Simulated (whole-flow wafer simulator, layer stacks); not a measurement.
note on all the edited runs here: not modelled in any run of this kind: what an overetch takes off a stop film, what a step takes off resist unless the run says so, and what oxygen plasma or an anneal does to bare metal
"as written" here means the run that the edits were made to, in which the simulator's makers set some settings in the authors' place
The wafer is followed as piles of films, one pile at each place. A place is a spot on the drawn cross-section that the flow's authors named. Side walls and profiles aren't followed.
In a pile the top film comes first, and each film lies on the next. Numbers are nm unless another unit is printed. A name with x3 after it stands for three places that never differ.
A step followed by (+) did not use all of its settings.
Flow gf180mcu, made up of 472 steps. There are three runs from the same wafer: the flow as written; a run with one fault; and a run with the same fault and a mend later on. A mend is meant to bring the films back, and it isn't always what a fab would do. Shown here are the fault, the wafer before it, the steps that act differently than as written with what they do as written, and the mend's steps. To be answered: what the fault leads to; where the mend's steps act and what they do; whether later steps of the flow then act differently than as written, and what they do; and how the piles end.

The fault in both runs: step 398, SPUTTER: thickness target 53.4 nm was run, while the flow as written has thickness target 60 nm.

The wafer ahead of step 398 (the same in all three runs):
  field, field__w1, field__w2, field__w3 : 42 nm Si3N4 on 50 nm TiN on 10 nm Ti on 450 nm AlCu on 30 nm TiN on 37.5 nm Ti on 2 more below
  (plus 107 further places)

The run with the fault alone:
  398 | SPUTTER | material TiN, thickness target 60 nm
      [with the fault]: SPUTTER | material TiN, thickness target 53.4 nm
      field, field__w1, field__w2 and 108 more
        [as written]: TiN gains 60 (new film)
        [with the fault]: TiN gains 53.4 (new film)
  Steps further on in the flow that do not act as written (9 other steps are not shown; they differ only slightly, by no more than 2% or 0.5 nm, whichever is larger):
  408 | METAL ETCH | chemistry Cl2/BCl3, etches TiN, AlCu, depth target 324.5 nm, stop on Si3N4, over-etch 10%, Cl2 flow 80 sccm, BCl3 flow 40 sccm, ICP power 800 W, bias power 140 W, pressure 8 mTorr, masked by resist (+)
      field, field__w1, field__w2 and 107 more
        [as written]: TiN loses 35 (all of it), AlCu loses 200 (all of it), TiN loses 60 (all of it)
        [with the fault]: TiN loses 35 (all of it), AlCu loses 200 (all of it), TiN loses 53.4 (all of it)
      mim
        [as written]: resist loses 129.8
        [with the fault]: resist loses 126.9
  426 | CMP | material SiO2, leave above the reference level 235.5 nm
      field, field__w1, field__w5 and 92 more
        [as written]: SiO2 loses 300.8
        [with the fault]: SiO2 loses 307.4
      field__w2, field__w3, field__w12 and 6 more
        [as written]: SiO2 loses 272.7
        [with the fault]: SiO2 loses 279.3
  At mim, the piles at the end differ from the flow's by more than 2% or 0.5 nm, whichever is larger.
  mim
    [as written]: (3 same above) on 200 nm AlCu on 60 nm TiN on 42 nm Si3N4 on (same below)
    [with the fault]: (3 same above) on 200 nm AlCu on 53.4 nm TiN on 42 nm Si3N4 on (same below)

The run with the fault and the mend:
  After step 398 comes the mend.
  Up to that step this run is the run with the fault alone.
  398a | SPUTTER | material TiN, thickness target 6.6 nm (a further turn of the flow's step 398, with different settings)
      field, field__w1, field__w2 and 108 more
        TiN gains 6.6
  Later steps of the flow that are run all act as written at every place that is followed.
  By the end, the piles equal the flow's at every place that both follow.
